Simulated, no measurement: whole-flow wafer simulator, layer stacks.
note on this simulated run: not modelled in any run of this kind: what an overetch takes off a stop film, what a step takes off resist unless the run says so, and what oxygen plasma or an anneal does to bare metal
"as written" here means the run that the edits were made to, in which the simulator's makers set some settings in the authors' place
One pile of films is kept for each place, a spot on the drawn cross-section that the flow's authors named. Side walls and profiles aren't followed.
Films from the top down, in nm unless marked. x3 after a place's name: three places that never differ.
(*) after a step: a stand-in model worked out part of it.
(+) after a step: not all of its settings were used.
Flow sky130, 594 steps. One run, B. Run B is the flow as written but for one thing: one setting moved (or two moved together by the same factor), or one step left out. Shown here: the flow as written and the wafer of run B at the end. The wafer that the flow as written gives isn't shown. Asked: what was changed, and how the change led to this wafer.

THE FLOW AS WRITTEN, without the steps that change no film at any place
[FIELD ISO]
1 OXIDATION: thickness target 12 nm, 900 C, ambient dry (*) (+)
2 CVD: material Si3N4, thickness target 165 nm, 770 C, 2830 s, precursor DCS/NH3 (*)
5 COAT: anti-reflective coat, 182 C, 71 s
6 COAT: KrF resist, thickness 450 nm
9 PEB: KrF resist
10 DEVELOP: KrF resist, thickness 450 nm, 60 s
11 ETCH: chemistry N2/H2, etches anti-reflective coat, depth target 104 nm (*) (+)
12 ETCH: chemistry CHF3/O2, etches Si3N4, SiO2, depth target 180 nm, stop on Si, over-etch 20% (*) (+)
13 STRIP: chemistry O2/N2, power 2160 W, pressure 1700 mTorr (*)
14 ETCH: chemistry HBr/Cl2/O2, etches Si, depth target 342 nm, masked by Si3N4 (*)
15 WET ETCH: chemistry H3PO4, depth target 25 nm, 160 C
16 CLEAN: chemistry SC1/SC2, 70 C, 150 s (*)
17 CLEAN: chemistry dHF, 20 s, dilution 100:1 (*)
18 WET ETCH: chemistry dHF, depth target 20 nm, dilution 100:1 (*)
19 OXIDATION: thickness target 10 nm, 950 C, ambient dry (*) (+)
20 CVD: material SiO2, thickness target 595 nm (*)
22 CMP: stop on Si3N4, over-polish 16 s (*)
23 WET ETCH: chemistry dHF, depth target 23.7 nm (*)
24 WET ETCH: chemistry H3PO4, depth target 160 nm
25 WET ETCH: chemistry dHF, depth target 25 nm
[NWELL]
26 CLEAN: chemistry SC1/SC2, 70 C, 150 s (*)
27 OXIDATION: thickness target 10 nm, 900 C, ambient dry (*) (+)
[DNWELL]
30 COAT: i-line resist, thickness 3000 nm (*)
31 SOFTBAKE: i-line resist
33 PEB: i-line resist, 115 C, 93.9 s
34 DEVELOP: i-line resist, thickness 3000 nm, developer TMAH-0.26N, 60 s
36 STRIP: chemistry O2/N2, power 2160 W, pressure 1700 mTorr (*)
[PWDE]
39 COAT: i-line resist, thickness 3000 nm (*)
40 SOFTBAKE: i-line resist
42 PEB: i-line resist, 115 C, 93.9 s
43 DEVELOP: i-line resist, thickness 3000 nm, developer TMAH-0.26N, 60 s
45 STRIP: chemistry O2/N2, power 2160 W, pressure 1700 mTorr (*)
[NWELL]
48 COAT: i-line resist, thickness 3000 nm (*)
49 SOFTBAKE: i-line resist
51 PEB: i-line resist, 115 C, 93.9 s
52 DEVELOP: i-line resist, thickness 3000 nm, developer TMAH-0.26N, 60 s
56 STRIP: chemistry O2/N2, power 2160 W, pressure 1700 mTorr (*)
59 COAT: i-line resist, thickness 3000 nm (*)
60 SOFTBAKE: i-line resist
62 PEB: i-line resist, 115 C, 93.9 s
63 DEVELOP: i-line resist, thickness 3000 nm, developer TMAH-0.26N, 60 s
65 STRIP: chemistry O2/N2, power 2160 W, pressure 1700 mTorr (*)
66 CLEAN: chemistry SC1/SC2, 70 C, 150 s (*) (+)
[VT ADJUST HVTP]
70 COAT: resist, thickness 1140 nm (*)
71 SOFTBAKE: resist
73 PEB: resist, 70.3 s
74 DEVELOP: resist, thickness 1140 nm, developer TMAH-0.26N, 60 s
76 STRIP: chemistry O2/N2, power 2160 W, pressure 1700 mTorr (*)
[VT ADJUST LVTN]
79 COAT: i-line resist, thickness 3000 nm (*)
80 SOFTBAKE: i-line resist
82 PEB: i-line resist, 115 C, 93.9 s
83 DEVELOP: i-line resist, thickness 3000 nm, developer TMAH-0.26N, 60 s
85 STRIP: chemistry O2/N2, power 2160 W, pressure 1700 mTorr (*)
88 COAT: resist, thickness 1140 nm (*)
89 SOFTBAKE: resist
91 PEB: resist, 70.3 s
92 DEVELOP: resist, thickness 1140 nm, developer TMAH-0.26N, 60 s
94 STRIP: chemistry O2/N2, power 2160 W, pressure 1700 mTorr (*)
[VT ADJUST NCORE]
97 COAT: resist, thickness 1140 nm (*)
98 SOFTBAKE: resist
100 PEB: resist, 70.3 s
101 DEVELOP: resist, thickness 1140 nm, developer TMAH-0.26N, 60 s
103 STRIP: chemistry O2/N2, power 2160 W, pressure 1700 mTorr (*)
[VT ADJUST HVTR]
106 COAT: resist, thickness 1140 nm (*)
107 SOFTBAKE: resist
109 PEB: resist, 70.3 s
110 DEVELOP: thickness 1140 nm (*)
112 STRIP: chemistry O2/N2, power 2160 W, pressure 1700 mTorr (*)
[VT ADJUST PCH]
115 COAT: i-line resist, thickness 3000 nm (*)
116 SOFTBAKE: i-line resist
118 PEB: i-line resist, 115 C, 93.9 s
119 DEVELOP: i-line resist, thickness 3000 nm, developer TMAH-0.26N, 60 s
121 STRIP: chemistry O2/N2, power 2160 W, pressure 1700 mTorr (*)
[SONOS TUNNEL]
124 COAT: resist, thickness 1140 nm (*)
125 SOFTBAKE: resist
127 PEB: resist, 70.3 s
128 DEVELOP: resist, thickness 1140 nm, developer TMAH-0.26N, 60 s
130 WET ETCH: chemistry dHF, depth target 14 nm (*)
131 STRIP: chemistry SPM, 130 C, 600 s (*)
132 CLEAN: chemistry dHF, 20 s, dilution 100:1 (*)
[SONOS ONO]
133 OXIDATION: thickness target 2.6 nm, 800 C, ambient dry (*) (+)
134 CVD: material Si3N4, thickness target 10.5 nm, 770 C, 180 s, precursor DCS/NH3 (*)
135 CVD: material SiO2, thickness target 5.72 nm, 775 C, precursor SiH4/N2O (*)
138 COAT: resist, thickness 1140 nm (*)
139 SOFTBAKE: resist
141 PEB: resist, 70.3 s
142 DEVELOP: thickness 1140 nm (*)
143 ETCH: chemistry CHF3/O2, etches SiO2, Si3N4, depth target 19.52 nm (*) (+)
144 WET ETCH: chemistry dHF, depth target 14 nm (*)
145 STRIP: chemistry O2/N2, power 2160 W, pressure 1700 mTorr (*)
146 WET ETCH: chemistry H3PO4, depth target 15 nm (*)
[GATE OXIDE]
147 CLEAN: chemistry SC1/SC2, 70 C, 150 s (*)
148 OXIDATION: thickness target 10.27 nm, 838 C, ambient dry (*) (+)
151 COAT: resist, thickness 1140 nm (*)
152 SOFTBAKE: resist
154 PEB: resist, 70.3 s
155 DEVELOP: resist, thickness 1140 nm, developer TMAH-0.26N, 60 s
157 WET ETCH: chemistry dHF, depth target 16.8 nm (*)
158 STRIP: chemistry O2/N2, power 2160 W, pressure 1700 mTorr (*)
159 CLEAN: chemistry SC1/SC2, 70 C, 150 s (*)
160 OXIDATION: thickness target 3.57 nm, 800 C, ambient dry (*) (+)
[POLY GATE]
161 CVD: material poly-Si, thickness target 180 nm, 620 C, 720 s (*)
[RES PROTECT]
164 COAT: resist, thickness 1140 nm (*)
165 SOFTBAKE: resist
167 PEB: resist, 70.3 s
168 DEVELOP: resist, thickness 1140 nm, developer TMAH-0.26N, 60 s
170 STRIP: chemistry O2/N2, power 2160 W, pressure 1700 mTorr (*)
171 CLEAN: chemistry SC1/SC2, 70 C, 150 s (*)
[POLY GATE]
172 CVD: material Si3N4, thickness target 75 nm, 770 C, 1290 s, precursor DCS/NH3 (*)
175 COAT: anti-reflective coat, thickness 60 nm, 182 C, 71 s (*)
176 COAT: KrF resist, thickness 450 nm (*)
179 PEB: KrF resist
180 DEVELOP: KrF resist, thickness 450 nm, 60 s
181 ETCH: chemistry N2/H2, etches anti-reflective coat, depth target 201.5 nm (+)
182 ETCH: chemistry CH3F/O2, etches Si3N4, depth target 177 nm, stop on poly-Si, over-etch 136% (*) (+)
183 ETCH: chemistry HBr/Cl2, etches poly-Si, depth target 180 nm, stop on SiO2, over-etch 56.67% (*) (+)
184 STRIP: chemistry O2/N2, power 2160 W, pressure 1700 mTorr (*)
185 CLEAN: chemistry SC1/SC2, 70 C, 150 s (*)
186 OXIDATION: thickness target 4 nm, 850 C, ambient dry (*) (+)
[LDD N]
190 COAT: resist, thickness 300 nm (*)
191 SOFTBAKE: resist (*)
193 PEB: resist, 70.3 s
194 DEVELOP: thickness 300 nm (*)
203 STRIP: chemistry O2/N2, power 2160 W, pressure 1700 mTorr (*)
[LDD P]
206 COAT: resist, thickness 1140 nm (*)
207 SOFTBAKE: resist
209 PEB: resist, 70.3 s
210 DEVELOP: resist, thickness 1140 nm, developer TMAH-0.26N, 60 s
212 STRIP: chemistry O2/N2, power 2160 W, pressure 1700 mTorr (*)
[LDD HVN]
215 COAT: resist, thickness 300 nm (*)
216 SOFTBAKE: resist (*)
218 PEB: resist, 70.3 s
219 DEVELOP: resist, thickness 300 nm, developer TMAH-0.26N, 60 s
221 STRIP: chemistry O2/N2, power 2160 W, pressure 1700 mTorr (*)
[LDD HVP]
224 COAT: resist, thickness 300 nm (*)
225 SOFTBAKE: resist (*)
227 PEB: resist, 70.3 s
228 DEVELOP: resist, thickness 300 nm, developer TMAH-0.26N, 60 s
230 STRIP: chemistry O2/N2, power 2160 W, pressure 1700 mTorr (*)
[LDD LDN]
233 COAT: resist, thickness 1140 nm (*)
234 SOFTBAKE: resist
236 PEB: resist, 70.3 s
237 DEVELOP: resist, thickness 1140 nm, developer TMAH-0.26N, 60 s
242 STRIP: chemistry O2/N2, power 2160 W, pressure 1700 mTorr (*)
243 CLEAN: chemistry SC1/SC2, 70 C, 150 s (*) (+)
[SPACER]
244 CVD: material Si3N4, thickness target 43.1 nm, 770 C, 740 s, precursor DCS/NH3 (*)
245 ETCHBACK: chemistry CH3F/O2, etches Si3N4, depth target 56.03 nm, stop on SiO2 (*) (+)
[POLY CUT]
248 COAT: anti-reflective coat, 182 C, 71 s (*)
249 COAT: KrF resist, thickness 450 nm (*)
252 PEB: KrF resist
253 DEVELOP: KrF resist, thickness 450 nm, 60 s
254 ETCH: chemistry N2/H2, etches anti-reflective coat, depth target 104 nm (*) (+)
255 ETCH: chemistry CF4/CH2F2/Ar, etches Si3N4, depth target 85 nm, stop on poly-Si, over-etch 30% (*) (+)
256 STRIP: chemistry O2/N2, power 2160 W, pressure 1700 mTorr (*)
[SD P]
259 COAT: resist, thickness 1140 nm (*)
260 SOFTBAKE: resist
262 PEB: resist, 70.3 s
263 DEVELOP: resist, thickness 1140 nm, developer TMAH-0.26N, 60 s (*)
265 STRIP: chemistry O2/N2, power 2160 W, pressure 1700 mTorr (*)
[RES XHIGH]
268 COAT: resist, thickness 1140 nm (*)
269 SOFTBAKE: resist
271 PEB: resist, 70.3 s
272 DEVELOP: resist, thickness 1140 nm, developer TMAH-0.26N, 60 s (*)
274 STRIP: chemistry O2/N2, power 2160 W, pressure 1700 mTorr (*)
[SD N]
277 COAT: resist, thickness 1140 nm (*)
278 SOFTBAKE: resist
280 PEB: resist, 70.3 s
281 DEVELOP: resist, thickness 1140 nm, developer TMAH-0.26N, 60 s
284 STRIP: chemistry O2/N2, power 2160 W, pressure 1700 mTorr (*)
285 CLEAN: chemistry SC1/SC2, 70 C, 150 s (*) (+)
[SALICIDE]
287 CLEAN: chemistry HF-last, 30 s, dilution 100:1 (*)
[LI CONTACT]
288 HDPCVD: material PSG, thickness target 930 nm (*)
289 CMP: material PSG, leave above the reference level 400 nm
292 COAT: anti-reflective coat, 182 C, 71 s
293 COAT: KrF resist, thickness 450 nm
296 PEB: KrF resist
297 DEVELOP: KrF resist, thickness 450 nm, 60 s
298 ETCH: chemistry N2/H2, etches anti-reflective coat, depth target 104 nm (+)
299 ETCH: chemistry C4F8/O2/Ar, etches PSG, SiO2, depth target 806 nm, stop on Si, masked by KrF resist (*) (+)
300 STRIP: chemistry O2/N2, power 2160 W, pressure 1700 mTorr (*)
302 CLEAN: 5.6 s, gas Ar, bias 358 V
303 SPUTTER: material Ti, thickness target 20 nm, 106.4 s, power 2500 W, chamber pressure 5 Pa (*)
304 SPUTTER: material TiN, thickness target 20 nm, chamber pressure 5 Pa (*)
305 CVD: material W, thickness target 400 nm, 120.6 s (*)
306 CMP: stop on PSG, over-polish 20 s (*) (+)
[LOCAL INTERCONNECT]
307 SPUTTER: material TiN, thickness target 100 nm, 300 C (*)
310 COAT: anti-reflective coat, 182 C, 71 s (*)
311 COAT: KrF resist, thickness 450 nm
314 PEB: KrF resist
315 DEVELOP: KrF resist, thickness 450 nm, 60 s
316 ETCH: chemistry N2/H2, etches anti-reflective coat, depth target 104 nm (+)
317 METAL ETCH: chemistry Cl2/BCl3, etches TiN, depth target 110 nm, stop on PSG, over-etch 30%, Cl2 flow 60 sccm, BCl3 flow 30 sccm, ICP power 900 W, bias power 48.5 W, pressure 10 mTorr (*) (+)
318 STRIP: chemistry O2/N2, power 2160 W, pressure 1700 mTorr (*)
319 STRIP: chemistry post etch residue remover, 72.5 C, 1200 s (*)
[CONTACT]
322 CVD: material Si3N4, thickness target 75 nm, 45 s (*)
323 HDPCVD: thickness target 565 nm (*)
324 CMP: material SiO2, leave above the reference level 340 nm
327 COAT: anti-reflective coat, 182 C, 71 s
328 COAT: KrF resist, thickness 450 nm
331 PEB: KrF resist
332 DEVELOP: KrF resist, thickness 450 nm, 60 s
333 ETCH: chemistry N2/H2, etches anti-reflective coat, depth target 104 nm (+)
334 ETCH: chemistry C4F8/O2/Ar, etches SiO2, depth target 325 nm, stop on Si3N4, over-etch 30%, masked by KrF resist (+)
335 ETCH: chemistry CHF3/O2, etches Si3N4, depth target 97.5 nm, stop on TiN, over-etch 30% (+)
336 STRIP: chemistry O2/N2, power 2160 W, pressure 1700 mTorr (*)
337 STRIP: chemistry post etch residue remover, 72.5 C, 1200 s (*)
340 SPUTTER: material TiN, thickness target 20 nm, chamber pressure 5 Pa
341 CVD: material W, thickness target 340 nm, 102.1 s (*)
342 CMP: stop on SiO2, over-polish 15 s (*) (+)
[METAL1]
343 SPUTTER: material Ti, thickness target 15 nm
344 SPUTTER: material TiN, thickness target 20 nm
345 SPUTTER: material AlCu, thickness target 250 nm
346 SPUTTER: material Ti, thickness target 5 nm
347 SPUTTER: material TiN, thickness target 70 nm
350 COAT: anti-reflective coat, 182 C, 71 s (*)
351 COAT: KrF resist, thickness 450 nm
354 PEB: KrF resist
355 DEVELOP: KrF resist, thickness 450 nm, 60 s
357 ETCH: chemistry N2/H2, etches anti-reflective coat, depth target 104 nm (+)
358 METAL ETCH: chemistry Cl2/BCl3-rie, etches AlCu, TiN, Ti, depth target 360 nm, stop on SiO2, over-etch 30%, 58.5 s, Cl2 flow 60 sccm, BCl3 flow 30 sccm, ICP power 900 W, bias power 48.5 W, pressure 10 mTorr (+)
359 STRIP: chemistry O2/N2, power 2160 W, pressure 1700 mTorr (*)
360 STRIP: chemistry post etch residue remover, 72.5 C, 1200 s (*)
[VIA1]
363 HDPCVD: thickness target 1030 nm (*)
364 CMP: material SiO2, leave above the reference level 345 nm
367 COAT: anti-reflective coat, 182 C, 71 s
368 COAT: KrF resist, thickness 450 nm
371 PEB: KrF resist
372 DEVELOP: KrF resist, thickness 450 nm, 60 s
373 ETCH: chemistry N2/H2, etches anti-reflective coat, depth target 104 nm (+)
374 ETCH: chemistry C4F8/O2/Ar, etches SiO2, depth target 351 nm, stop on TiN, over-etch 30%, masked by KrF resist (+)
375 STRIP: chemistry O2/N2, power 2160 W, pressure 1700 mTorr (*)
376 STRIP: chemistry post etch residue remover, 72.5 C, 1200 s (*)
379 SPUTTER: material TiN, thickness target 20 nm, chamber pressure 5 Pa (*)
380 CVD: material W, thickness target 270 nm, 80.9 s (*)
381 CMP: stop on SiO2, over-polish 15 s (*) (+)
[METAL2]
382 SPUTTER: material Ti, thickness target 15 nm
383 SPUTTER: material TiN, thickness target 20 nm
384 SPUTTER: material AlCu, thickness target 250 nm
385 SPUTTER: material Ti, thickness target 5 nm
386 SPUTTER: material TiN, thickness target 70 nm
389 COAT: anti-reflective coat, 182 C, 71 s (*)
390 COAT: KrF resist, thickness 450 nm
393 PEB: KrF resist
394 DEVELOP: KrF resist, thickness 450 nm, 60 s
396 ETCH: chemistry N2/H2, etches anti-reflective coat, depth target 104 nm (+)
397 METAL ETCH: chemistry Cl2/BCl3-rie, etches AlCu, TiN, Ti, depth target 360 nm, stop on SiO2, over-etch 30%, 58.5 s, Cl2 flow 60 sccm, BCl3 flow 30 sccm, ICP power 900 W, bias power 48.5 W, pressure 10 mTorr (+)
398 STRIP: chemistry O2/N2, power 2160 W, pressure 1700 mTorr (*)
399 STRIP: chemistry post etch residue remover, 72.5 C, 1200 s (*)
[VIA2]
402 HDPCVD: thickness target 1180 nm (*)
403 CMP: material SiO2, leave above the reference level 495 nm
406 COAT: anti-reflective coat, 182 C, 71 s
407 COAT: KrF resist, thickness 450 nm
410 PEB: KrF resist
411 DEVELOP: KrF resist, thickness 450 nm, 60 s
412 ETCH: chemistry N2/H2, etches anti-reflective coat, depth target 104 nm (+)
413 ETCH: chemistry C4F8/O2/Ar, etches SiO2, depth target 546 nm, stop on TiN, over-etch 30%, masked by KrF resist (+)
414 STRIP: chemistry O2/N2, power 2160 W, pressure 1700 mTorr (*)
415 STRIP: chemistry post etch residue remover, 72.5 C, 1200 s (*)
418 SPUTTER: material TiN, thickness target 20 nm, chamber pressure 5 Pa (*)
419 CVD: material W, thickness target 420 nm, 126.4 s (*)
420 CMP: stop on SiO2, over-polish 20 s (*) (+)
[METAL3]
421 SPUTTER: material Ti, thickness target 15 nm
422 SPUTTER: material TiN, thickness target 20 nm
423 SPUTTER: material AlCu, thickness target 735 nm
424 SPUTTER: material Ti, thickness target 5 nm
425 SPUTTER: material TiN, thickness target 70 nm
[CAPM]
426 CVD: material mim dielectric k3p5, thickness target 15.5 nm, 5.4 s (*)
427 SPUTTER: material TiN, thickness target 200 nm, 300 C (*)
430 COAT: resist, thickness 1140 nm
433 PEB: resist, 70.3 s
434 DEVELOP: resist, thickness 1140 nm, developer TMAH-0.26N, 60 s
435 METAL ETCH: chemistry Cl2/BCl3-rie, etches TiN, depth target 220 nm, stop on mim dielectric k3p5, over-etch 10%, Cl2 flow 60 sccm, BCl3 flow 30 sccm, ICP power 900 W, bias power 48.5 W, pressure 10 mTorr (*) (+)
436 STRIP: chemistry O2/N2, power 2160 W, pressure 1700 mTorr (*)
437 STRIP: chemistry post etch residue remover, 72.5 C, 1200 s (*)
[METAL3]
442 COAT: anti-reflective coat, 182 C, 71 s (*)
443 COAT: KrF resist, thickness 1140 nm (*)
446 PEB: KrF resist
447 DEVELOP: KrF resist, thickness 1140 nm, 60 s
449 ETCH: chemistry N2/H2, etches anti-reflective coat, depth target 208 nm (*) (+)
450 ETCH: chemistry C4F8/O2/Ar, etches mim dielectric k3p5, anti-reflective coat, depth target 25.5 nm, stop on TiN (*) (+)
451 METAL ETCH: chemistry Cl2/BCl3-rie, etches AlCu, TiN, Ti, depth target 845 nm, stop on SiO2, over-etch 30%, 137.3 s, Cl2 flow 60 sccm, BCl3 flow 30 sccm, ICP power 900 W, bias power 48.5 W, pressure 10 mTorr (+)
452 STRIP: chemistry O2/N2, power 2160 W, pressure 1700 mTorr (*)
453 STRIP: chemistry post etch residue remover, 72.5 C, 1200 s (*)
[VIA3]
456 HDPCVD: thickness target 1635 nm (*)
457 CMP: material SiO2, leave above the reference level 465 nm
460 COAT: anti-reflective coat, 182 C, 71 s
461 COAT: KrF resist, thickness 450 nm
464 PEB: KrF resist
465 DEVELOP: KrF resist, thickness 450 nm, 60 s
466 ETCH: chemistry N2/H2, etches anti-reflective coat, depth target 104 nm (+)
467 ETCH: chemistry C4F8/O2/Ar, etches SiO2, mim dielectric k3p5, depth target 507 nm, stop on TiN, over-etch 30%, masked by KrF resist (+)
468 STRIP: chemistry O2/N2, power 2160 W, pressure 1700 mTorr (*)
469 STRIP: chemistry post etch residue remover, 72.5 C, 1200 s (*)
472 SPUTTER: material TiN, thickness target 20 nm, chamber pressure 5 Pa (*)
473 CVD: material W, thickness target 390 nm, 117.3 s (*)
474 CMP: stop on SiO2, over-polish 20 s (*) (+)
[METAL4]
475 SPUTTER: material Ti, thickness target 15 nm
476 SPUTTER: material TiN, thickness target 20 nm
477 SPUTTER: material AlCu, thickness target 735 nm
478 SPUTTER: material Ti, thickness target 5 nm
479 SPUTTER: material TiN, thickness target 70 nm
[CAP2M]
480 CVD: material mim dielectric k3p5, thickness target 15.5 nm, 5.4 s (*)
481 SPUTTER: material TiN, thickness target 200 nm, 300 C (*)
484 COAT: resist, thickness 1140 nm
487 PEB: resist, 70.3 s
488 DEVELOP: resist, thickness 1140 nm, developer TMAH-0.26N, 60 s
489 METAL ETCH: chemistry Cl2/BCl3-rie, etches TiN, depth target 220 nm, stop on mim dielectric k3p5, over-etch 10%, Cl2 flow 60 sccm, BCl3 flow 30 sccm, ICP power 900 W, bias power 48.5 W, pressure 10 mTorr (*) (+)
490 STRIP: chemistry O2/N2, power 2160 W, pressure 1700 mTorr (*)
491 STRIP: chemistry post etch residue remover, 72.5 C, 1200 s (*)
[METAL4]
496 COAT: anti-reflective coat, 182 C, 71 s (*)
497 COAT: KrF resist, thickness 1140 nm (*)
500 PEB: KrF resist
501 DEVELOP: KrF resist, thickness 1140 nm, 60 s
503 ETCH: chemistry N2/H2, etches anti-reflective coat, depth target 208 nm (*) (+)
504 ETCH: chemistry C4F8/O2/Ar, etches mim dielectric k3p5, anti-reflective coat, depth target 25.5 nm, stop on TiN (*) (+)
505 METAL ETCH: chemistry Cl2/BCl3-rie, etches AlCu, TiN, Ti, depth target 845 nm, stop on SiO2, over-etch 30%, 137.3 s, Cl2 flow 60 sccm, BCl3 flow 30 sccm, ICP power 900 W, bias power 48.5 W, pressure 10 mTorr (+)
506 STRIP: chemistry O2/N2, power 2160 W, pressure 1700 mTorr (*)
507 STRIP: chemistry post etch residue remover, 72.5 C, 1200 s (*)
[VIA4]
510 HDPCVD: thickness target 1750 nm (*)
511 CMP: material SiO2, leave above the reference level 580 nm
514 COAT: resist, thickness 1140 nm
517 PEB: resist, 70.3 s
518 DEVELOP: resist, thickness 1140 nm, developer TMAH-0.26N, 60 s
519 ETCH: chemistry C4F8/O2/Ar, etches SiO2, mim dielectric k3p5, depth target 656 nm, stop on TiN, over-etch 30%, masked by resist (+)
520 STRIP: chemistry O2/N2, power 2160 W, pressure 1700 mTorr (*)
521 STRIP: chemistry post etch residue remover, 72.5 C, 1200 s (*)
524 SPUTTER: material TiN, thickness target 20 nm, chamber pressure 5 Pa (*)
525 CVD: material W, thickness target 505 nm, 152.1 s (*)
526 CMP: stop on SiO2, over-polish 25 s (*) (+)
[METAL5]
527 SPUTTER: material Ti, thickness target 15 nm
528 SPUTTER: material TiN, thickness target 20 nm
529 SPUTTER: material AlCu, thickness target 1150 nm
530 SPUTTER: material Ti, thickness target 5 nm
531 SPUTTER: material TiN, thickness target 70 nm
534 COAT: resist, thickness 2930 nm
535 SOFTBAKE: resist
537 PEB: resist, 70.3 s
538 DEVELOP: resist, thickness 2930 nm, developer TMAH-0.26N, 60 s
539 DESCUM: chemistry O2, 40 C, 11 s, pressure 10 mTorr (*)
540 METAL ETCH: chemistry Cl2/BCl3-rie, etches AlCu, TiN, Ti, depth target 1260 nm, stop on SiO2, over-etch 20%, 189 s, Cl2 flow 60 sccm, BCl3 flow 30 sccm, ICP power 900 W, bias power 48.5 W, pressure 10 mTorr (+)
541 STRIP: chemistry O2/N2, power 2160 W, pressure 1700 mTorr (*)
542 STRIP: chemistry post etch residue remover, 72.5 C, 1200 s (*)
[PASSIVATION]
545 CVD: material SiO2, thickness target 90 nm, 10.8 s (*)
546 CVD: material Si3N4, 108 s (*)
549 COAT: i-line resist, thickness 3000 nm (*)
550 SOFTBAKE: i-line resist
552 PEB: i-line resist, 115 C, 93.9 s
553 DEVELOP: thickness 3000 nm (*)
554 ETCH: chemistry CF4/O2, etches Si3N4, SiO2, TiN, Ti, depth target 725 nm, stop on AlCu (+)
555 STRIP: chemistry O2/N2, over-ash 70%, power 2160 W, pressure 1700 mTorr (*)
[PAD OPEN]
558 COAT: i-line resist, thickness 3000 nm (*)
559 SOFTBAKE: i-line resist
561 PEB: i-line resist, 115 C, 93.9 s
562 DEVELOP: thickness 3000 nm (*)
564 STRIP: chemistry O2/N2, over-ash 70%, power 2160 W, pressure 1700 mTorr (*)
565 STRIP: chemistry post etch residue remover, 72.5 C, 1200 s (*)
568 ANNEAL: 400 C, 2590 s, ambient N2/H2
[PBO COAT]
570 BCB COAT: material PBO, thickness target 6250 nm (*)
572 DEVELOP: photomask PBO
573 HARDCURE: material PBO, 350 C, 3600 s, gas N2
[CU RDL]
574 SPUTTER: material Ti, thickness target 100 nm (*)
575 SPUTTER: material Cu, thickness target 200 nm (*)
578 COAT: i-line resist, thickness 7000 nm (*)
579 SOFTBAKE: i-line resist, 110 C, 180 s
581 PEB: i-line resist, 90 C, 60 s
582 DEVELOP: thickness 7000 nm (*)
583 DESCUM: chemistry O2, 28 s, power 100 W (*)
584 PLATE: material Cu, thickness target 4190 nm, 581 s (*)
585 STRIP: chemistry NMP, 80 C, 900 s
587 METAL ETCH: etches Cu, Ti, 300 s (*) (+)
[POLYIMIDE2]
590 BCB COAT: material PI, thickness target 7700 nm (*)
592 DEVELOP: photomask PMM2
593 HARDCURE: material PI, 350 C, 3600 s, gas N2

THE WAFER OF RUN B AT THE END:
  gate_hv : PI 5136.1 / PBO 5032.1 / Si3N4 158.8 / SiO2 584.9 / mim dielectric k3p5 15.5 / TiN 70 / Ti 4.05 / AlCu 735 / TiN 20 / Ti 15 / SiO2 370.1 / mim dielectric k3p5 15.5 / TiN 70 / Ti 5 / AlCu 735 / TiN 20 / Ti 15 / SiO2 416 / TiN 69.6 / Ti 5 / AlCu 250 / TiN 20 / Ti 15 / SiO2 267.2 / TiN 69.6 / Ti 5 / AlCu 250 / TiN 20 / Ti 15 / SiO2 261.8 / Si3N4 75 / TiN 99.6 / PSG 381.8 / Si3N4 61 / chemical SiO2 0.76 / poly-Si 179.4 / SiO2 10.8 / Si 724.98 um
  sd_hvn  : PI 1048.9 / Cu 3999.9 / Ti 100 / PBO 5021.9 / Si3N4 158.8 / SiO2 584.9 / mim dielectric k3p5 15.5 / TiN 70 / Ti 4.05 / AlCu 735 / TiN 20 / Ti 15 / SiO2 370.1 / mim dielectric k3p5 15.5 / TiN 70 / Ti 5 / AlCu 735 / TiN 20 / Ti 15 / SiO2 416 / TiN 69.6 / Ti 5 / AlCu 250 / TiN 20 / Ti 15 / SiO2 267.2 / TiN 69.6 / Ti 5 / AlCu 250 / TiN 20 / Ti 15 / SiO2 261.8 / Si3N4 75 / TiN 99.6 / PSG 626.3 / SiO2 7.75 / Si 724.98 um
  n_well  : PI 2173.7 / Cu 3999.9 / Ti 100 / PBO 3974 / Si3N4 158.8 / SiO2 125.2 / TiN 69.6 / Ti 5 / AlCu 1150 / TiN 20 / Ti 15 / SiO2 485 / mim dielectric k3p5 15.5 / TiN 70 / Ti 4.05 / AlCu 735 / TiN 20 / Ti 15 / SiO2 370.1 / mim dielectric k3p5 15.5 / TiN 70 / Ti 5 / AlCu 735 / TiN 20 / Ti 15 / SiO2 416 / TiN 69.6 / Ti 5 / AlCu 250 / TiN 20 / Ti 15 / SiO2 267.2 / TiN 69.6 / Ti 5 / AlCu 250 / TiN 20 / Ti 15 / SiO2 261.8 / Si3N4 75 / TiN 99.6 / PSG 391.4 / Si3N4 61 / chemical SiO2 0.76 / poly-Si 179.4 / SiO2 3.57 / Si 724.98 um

The cause: step 478, SPUTTER: thickness target 4.05 nm was run, where the flow has thickness target 5 nm.
It can be read off the wafer: gate_hv has Ti 4.05, and step 478 as written asks for 5 nm.

How the change led to this, step by step:
  478 SPUTTER: material Ti, thickness target 5 nm
      field, active, n_well and 189 more: Ti +4.05 (new film) (as written it would be: Ti +5 (new film))
  505 METAL ETCH: chemistry Cl2/BCl3-rie, etches AlCu, TiN, Ti, depth target 845 nm, stop on SiO2, over-etch 30%, 137.3 s, Cl2 flow 60 sccm, BCl3 flow 30 sccm, ICP power 900 W, bias power 48.5 W, pressure 10 mTorr (+)
      field, gate, spacer and 68 more: TiN -70 (all of it), Ti -4.05 (all of it), AlCu -735 (all of it), TiN -20 (all of it), Ti -15 (all of it), SiO2 -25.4 (as written it would be: TiN -70 (all of it), Ti -5 (all of it), AlCu -735 (all of it), TiN -20 (all of it), Ti -15 (all of it), SiO2 -25.4)
      active, vpp_iso1, mim_edge_plate and 14 more: TiN -70 (all of it), Ti -4.05 (all of it), AlCu -735 (all of it), TiN -20 (all of it), Ti -15 (all of it), SiO2 -25.4 (as written it would be: TiN -70 (all of it), Ti -5 (all of it), AlCu -735 (all of it), TiN -20 (all of it), Ti -15 (all of it), SiO2 -25.3)
